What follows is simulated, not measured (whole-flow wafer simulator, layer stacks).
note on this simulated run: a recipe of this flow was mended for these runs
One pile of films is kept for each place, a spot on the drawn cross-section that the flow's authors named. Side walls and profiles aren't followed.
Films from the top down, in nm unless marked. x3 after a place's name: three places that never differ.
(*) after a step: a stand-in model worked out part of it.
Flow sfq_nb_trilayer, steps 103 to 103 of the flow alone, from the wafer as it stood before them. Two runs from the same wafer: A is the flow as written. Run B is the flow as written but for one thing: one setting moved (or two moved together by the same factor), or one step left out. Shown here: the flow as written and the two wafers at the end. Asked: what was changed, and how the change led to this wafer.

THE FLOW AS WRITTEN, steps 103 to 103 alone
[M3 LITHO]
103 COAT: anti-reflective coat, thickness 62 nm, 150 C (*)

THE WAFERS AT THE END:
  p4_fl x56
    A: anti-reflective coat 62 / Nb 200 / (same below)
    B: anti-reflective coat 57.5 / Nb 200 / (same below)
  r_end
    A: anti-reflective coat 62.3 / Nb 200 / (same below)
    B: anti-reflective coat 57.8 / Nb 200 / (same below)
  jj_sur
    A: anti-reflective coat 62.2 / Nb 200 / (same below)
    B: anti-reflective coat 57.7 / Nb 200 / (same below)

The cause: step 103, COAT: thickness 57.5 nm was run, where the flow has thickness 62 nm.
It can be read off the wafer: p4_fl x56 has anti-reflective coat 57.5, and step 103 as written asks for 62 nm.

How the change led to this, step by step:
  103 COAT: anti-reflective coat, thickness 62 nm, 150 C (*)
      p4_fl x56, wl_j_sl x15, wl_d_m1, l0r_line_l x3, m0r_space_l x2: A anti-reflective coat +62 (new film) | B anti-reflective coat +57.5 (new film)
      r_end, moat, field_r and 7 more: A anti-reflective coat +62.3 (new film) | B anti-reflective coat +57.8 (new film)
      (and at 17 more places)
